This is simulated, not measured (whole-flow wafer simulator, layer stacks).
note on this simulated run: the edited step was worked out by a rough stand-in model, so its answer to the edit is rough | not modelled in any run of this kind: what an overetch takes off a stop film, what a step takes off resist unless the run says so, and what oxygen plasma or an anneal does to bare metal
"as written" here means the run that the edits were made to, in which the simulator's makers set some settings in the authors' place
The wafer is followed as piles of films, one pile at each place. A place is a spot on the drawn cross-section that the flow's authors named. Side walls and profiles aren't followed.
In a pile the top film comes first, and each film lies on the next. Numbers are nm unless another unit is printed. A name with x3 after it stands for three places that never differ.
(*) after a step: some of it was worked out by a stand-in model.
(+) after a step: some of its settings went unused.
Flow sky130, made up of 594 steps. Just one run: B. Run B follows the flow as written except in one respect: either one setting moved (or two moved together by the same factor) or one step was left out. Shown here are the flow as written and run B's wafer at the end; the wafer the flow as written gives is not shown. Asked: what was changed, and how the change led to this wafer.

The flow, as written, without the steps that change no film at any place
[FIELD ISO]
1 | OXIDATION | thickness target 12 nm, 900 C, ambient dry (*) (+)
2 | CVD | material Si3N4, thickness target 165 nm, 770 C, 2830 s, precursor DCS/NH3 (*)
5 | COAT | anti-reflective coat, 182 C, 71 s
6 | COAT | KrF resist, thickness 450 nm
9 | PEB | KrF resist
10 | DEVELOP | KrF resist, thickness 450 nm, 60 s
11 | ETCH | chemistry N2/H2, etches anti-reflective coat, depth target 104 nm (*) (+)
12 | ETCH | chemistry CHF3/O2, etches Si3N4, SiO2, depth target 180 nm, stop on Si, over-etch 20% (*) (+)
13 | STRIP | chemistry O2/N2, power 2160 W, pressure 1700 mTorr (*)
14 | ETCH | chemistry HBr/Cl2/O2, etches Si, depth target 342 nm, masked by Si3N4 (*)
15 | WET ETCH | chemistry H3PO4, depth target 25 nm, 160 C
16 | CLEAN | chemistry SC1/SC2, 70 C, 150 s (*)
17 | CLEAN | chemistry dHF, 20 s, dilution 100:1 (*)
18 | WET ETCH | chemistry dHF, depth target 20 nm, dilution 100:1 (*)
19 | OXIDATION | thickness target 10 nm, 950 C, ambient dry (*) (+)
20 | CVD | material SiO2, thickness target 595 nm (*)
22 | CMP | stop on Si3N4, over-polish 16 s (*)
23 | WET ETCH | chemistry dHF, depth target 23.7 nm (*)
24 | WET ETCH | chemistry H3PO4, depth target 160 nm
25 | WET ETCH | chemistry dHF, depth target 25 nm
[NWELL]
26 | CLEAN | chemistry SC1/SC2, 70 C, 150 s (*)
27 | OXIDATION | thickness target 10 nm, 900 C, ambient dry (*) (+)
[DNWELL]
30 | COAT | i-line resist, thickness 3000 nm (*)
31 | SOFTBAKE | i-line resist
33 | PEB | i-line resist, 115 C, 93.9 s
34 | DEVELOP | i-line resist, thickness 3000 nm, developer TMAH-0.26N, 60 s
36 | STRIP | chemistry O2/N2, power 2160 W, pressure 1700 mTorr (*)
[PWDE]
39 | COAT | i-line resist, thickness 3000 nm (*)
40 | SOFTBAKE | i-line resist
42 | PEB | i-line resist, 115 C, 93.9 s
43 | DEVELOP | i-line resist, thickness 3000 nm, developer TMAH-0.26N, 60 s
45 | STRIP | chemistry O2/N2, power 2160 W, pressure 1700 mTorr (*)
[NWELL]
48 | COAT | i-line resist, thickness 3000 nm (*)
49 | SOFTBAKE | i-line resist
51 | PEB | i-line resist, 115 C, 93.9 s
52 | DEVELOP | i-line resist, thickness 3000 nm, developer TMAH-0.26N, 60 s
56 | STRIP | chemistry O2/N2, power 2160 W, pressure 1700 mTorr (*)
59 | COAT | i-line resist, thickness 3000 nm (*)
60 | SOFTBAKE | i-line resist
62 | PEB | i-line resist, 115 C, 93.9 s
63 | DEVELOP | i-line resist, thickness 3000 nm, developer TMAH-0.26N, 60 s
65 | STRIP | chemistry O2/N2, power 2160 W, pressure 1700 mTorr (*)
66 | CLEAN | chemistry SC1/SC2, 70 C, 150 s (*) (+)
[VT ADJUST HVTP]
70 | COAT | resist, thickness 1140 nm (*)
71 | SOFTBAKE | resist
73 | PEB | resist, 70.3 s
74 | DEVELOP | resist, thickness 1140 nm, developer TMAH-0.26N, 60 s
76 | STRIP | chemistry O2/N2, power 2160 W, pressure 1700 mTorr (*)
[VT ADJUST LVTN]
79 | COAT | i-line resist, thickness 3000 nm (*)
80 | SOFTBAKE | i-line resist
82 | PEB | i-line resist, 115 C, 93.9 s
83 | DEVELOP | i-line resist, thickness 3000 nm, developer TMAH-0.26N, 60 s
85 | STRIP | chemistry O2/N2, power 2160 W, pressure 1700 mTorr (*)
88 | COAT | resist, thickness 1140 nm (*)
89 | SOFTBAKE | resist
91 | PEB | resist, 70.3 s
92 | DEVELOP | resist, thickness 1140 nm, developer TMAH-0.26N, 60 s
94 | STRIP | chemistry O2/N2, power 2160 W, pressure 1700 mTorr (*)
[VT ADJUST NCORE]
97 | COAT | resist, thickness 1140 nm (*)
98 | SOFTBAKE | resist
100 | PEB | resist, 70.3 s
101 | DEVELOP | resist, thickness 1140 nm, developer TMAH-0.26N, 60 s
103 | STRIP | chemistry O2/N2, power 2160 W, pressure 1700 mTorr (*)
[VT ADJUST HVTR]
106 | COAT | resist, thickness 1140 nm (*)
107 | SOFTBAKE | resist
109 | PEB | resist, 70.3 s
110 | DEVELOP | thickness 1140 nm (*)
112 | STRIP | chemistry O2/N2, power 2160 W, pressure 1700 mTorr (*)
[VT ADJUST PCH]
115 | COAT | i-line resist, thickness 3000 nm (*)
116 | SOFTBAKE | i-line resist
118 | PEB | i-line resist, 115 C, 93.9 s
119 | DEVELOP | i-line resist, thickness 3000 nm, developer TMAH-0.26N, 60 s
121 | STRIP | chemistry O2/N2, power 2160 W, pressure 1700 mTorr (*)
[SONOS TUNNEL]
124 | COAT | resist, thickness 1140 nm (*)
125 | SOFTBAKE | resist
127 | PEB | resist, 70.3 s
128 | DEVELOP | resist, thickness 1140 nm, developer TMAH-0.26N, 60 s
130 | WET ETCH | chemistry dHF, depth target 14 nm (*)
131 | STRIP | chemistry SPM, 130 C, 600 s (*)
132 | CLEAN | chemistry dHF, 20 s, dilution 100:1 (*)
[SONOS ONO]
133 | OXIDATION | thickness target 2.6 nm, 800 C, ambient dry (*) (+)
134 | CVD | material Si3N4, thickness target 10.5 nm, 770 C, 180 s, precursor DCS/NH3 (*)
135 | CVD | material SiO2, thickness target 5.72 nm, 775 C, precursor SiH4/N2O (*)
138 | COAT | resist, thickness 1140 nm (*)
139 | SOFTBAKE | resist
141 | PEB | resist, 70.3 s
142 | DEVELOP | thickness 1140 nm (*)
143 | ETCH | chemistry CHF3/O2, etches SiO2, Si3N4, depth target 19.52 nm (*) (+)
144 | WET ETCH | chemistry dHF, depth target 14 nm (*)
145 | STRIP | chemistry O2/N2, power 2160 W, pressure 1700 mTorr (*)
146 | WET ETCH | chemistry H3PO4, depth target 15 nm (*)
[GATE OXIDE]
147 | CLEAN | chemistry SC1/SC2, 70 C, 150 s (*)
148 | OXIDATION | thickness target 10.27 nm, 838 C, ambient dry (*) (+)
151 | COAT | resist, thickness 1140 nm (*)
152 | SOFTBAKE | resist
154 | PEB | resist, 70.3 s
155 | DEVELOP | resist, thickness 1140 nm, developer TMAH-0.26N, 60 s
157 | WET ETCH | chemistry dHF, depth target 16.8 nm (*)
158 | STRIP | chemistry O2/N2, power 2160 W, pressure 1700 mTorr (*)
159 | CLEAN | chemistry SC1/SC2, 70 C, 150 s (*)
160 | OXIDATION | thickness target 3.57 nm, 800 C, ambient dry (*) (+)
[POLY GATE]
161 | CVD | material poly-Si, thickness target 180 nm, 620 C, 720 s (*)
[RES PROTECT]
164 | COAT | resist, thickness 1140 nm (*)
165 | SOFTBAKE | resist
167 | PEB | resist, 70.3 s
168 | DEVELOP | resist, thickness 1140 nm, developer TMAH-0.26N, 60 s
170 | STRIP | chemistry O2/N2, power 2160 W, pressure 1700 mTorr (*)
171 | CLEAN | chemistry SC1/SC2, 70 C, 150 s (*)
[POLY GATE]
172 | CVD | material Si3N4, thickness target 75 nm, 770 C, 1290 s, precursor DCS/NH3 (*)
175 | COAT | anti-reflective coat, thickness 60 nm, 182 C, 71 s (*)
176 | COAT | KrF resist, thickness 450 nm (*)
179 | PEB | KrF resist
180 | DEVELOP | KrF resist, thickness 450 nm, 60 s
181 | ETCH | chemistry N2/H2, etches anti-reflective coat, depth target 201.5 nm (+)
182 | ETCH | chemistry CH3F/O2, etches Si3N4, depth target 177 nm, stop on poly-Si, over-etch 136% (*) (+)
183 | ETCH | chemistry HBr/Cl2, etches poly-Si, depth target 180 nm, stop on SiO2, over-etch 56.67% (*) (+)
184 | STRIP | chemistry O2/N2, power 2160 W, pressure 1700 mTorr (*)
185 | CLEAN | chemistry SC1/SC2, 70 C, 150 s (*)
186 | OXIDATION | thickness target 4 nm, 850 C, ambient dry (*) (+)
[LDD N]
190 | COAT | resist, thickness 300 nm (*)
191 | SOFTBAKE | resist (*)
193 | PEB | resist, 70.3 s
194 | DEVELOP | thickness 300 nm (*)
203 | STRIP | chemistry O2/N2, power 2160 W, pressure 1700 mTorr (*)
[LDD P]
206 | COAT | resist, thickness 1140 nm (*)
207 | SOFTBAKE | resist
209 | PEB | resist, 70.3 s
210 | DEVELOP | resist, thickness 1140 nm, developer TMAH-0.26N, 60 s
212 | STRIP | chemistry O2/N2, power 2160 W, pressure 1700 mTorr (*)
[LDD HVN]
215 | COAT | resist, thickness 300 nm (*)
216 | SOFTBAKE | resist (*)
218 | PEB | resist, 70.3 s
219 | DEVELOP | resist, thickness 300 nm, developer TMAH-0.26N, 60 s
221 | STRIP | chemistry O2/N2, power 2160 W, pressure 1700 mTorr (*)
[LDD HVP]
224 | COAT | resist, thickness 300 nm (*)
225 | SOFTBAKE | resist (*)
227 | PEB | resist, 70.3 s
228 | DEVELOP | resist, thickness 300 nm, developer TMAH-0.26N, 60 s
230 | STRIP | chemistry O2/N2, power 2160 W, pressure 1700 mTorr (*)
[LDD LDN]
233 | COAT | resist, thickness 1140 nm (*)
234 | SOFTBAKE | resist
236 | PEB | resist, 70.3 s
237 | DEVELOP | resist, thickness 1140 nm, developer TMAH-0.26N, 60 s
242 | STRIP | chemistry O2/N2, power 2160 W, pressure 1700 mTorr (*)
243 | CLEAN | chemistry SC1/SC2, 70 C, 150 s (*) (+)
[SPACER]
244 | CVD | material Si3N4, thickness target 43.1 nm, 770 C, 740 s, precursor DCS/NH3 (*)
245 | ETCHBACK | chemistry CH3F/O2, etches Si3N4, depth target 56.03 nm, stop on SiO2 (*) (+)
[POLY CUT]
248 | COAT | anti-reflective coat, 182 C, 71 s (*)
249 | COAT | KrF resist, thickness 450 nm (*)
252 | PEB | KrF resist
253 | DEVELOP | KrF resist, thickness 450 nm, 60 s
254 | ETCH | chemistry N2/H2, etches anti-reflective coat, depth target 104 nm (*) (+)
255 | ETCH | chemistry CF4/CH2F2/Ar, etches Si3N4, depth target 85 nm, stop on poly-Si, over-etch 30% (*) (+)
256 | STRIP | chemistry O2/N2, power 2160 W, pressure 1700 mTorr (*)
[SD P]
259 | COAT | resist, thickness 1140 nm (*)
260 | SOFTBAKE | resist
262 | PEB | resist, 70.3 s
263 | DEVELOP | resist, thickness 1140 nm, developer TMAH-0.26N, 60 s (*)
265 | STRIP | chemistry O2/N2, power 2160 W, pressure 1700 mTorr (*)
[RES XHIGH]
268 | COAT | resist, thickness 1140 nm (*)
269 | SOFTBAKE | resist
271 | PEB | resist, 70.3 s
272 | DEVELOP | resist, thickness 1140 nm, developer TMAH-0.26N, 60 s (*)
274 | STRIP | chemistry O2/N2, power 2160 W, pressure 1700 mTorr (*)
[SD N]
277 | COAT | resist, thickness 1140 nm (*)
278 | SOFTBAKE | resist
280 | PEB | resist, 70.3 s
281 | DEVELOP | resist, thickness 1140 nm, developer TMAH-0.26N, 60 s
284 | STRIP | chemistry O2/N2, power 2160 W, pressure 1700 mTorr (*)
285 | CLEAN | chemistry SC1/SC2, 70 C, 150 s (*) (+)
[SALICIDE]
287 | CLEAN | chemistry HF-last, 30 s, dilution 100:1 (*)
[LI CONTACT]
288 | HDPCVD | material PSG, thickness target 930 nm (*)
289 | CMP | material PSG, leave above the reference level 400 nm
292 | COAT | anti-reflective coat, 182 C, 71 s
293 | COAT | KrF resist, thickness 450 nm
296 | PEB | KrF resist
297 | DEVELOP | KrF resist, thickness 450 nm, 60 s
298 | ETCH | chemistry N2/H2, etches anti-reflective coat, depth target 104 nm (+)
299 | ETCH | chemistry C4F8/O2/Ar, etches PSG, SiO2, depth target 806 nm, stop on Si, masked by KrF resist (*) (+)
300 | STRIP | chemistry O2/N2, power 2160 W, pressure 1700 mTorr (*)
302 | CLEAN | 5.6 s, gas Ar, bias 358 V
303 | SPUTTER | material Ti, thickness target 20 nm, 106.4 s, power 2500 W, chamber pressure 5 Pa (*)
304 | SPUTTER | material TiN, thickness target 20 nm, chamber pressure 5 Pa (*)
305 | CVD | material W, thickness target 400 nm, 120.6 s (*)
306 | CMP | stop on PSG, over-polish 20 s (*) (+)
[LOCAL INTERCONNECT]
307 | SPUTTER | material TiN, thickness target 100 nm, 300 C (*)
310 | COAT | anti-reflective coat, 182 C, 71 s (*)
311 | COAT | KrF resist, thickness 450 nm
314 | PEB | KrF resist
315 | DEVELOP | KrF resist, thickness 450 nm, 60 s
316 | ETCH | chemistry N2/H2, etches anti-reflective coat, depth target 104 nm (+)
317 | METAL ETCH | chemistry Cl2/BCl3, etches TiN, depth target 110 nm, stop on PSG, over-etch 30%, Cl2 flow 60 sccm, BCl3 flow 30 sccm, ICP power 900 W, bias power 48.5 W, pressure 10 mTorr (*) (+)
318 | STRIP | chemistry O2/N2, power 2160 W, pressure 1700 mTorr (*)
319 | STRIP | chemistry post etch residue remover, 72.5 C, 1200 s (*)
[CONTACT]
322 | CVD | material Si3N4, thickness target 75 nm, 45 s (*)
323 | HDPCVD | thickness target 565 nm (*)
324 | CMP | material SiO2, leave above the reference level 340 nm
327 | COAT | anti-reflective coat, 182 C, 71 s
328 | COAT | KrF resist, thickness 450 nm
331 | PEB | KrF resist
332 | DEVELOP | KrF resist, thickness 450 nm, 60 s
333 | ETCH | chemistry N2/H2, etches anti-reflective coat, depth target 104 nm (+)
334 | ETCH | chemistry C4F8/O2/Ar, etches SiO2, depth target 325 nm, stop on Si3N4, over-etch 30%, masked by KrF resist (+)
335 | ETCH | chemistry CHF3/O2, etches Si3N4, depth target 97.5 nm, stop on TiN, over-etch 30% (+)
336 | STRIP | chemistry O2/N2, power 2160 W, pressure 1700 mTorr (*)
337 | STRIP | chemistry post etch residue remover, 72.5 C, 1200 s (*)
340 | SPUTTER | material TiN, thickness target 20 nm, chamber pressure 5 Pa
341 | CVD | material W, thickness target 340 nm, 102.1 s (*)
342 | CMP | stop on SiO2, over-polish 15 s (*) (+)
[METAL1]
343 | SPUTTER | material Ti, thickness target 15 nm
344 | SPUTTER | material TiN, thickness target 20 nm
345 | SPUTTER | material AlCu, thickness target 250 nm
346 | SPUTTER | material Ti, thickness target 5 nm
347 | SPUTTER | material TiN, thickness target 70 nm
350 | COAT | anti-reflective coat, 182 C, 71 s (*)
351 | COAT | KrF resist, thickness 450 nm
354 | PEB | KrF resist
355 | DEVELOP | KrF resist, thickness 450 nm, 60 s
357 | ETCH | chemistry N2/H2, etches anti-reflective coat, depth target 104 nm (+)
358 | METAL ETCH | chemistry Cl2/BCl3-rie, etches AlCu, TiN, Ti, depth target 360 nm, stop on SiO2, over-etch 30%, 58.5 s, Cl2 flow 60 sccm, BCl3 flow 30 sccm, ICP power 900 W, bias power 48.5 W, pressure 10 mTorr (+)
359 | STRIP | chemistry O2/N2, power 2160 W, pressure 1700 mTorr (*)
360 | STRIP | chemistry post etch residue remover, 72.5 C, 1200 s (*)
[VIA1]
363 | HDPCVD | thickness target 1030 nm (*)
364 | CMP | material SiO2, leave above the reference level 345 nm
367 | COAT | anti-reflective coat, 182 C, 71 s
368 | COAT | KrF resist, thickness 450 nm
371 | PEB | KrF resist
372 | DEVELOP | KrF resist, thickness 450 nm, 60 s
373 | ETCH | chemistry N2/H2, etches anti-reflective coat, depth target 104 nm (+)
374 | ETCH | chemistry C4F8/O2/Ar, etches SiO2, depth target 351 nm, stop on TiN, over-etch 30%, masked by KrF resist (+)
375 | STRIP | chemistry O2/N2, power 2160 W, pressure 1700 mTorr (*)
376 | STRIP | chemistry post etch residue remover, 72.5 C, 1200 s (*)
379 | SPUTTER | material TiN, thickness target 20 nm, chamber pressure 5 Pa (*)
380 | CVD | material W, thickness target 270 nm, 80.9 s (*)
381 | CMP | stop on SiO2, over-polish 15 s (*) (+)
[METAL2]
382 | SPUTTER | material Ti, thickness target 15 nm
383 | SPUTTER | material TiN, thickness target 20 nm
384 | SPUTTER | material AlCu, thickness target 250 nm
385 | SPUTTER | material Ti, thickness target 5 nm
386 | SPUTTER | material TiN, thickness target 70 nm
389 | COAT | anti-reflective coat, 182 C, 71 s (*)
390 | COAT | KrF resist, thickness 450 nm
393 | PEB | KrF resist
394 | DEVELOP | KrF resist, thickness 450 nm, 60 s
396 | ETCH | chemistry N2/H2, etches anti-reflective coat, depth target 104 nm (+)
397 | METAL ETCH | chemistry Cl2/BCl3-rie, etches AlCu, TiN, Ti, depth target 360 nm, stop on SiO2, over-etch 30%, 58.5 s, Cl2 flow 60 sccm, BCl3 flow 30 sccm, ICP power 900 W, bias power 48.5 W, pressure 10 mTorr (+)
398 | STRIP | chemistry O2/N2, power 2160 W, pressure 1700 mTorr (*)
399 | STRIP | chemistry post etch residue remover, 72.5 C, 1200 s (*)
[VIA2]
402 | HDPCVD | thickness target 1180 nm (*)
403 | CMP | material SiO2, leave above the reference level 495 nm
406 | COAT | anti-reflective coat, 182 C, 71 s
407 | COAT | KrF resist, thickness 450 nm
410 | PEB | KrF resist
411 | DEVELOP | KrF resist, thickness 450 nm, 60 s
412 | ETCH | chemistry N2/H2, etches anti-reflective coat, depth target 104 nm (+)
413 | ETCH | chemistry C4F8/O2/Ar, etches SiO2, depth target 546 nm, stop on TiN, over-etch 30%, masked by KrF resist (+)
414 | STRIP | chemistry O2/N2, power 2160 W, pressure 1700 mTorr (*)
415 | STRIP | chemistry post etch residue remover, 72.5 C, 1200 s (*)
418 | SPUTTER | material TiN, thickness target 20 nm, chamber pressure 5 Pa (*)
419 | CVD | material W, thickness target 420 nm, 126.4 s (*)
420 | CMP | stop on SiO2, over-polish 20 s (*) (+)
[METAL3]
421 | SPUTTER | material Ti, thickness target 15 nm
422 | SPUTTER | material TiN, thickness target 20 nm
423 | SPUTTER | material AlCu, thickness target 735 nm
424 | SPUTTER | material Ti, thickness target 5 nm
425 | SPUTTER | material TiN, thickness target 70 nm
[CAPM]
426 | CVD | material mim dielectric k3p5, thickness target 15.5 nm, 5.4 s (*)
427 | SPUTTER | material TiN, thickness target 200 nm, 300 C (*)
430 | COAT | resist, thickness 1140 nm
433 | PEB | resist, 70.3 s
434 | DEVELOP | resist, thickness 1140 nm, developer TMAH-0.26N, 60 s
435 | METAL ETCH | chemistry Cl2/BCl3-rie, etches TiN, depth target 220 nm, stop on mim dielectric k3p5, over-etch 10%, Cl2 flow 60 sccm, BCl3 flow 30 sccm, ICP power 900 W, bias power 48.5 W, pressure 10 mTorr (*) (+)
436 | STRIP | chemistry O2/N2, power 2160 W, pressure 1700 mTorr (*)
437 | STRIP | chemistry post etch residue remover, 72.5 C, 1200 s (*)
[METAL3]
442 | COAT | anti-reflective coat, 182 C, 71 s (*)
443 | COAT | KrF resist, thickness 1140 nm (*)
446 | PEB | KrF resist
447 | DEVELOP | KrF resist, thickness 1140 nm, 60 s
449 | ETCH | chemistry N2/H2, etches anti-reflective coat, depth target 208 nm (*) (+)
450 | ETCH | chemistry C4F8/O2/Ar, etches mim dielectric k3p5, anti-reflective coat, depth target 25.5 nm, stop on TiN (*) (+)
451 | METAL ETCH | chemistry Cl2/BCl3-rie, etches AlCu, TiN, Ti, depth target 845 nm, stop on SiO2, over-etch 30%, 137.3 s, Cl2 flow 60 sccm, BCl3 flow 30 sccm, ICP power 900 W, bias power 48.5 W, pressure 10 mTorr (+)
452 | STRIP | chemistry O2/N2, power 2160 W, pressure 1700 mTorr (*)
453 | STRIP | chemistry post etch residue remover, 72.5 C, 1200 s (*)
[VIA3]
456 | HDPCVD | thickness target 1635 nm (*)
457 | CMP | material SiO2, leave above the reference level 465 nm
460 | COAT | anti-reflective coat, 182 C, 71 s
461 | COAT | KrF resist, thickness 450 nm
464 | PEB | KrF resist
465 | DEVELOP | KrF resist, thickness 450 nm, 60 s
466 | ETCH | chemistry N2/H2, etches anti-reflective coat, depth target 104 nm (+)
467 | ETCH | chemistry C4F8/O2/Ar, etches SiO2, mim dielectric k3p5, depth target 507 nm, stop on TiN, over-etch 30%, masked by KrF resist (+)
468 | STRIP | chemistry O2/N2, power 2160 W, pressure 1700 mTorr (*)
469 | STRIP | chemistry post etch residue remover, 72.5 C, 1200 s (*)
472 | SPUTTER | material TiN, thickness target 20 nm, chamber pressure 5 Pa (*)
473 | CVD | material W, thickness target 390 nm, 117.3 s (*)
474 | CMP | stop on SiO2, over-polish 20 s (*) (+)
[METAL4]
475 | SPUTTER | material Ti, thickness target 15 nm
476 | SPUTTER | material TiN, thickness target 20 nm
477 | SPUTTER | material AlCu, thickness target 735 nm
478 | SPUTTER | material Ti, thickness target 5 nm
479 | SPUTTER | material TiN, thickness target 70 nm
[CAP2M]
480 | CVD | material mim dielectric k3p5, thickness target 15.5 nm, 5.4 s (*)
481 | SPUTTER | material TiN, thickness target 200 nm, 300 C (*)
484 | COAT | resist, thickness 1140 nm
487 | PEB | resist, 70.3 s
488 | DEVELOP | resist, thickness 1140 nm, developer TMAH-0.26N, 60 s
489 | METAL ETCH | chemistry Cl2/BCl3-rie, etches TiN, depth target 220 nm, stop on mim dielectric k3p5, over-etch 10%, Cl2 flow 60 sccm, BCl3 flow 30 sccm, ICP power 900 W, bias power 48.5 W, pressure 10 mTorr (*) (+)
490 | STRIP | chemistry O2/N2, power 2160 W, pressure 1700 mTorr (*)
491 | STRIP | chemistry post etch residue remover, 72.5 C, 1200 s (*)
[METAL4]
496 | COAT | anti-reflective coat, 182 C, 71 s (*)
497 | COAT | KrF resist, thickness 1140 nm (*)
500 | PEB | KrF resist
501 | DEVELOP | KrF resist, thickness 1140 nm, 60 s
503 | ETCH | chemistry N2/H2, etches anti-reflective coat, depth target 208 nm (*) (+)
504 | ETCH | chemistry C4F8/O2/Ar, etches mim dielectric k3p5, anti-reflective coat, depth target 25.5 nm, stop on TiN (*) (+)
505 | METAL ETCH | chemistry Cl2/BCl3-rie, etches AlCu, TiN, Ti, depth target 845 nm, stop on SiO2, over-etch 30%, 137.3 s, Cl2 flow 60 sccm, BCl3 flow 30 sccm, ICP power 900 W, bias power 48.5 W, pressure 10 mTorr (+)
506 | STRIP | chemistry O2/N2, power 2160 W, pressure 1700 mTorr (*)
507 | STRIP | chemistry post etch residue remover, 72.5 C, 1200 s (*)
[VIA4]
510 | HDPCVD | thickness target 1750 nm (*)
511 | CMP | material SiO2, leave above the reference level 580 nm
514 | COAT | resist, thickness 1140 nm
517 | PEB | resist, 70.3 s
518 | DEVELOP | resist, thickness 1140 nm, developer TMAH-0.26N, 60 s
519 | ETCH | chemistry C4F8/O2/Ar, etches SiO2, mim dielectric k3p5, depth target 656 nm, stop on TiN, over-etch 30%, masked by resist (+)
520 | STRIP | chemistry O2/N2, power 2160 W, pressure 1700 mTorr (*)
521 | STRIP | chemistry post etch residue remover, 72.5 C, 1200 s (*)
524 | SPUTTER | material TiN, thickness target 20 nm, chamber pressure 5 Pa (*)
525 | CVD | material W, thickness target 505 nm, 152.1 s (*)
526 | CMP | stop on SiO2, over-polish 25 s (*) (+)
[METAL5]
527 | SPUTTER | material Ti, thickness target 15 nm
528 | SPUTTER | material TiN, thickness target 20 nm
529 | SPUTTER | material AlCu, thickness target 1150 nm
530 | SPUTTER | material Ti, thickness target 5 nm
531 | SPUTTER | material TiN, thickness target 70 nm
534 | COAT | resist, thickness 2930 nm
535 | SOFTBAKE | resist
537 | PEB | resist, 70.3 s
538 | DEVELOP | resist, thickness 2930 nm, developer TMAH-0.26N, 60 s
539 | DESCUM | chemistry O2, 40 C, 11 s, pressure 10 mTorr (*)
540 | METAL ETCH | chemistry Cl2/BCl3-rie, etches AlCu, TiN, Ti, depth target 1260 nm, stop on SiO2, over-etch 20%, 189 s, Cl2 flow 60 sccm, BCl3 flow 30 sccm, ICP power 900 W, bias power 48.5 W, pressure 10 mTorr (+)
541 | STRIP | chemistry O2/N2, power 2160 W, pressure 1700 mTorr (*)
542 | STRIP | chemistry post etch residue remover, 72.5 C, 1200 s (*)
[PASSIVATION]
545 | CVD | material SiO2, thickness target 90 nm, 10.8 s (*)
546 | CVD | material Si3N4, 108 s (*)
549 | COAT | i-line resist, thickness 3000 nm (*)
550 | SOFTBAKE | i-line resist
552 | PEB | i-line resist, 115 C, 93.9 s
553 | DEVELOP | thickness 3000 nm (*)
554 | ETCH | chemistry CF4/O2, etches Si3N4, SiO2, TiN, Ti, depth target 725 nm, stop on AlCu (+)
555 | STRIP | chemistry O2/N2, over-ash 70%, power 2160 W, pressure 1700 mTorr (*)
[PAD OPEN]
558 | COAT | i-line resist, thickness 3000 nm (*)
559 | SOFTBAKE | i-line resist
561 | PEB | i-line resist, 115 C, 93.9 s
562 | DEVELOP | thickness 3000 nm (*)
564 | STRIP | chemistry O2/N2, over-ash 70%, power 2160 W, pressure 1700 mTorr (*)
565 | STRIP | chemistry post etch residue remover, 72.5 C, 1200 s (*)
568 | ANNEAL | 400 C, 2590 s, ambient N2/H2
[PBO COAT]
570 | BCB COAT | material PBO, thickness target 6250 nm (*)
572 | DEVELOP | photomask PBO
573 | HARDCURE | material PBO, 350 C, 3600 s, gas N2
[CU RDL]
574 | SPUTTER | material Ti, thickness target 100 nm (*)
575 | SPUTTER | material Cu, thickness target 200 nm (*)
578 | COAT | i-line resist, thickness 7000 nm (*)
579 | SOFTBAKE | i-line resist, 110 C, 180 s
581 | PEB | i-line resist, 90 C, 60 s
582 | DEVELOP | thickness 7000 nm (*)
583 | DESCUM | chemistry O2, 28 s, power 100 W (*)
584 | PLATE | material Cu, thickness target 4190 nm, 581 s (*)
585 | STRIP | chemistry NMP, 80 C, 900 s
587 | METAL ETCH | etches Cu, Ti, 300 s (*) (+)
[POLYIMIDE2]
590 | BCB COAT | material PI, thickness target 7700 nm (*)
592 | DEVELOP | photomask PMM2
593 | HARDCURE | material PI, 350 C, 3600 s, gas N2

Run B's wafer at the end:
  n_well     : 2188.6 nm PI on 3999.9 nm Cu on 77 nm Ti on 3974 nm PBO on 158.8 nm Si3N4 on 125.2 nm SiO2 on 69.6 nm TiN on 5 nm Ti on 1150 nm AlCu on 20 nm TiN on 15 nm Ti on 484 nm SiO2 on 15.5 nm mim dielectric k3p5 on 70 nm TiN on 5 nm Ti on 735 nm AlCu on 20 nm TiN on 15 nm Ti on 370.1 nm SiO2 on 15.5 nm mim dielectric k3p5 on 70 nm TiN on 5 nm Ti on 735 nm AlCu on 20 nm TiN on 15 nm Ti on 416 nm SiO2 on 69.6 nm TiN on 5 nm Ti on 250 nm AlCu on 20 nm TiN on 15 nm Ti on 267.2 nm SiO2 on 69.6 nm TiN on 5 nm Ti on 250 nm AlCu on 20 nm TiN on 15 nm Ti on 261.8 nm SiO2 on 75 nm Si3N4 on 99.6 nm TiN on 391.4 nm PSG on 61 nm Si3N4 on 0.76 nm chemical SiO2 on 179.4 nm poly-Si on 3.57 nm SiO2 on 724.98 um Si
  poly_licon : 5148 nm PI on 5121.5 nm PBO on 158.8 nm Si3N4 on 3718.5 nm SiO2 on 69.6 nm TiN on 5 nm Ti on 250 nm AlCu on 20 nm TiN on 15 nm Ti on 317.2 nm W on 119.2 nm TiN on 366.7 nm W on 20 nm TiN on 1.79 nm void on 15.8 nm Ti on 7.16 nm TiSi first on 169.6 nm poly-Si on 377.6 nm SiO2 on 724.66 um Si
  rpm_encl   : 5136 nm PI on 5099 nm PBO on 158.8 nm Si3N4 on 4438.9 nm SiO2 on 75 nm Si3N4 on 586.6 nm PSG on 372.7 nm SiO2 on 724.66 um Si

Cause: step 574, SPUTTER: thickness target 77 nm was run, while the flow as written has thickness target 100 nm.
The wafer lets one read it off: n_well has Ti 77, and step 574 as written asks for 100 nm.

The path from the change to this, step by step:
  574 | SPUTTER | material Ti, thickness target 100 nm (*)
      field, active, n_well and 190 more: +77 Ti (new film) (as written it would have been: +100 Ti (new film))
  587 | METAL ETCH | etches Cu, Ti, 300 s (*) (+)
      field, active, gate and 167 more: -200 Cu (all of it), -77 Ti (all of it) (as written it would have been: -200 Cu (all of it), -100 Ti (all of it))
  590 | BCB COAT | material PI, thickness target 7700 nm (*)
      de16_gate_nw: +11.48 um PI (new film) (as written it would have been: +11.5 um PI (new film))
